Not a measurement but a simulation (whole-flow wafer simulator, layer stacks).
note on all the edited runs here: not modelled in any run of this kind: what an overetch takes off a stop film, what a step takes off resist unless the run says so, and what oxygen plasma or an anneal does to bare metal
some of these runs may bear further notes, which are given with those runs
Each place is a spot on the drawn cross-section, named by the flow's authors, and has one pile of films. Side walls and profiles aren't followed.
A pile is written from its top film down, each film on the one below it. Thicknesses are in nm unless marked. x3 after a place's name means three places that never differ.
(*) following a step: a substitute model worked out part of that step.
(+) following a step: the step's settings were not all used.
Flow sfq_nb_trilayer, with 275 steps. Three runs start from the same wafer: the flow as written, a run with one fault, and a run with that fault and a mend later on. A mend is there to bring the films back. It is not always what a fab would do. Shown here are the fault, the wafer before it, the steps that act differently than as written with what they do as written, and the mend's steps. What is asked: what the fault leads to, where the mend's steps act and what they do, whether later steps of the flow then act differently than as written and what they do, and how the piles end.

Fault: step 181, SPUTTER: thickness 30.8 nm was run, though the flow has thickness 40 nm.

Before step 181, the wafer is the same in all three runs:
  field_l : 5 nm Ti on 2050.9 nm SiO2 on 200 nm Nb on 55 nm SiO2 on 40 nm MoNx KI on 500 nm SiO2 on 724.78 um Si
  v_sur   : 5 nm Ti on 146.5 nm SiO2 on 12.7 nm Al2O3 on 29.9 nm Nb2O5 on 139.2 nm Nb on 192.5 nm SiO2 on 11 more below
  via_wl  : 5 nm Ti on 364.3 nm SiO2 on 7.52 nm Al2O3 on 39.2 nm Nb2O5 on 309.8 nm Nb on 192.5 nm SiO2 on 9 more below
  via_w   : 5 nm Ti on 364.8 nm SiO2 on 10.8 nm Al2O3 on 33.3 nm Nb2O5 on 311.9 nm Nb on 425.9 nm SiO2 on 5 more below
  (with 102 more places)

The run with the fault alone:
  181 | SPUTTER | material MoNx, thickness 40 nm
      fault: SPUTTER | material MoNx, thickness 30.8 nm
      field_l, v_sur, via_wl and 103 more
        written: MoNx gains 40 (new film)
        fault: MoNx gains 30.8 (new film)
  Steps further on in the flow that do not act as written (not shown: 10 more steps that differ only slightly, by at most 2% or 0.5 nm, whichever is larger):
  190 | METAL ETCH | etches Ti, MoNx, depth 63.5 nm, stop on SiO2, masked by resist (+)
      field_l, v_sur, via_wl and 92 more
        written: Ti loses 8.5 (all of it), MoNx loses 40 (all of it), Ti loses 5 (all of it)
        fault: Ti loses 8.5 (all of it), MoNx loses 30.8 (all of it), Ti loses 5 (all of it)
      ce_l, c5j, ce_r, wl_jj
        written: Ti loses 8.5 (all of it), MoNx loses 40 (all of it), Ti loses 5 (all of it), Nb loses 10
        fault: Ti loses 8.5 (all of it), MoNx loses 30.8 (all of it), Ti loses 5 (all of it), Nb loses 19.2
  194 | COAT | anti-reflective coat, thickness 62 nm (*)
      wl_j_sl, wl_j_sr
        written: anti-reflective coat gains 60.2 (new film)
        fault: anti-reflective coat gains 58.5 (new film)
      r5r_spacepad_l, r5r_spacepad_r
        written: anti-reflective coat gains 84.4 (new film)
        fault: anti-reflective coat gains 80.4 (new film)
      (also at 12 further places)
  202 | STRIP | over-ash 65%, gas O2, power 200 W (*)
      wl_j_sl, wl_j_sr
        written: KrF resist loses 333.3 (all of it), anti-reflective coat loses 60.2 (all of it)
        fault: KrF resist loses 333.5 (all of it), anti-reflective coat loses 58.5 (all of it)
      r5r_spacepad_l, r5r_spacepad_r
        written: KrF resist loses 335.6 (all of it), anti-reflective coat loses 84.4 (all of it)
        fault: KrF resist loses 335.3 (all of it), anti-reflective coat loses 80.4 (all of it)
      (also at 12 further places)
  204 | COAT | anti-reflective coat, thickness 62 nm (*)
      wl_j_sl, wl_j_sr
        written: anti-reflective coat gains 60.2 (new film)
        fault: anti-reflective coat gains 58.5 (new film)
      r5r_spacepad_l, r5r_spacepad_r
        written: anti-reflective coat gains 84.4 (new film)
        fault: anti-reflective coat gains 80.4 (new film)
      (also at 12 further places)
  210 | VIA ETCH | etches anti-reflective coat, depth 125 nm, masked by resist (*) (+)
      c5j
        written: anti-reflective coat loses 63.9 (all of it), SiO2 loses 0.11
        fault: anti-reflective coat loses 66.5 (all of it), SiO2 loses 0.1
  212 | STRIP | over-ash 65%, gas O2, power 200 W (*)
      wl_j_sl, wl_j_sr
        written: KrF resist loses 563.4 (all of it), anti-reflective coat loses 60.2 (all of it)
        fault: KrF resist loses 562.9 (all of it), anti-reflective coat loses 58.5 (all of it)
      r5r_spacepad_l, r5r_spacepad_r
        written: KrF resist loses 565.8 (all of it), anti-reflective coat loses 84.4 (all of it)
        fault: KrF resist loses 564.7 (all of it), anti-reflective coat loses 80.4 (all of it)
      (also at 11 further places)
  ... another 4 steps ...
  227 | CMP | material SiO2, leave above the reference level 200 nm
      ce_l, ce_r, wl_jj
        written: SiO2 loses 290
        fault: SiO2 loses 280.8
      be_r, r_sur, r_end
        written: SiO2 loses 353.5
        fault: SiO2 loses 344.3
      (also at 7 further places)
  By the end, the piles at ce_l, c5j, ce_r and 8 more depart from the flow's by more than 2% or 0.5 nm, whichever is larger.
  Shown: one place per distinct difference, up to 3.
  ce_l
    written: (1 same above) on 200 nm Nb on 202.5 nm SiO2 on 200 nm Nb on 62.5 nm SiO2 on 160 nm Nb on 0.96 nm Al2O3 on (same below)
    fault: (1 same above) on 200 nm Nb on 211.7 nm SiO2 on 200 nm Nb on 62.5 nm SiO2 on 150.8 nm Nb on 0.96 nm Al2O3 on (same below)
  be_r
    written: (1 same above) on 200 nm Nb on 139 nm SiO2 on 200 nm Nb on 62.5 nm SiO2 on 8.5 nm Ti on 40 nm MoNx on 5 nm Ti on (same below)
    fault: (1 same above) on 200 nm Nb on 148.2 nm SiO2 on 200 nm Nb on 62.5 nm SiO2 on 8.5 nm Ti on 30.8 nm MoNx on 5 nm Ti on (same below)
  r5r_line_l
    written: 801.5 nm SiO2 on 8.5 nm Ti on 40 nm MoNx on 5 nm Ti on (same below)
    fault: 810.7 nm SiO2 on 8.5 nm Ti on 30.8 nm MoNx on 5 nm Ti on (same below)

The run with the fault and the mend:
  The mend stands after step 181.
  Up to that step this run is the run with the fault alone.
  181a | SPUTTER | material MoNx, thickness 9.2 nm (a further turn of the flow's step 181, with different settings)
      field_l, v_sur, via_wl and 103 more
        MoNx gains 9.2
  Every later step of the flow that is run acts as written at every place that is followed.
  By the end, the piles equal the flow's at every place that both follow.
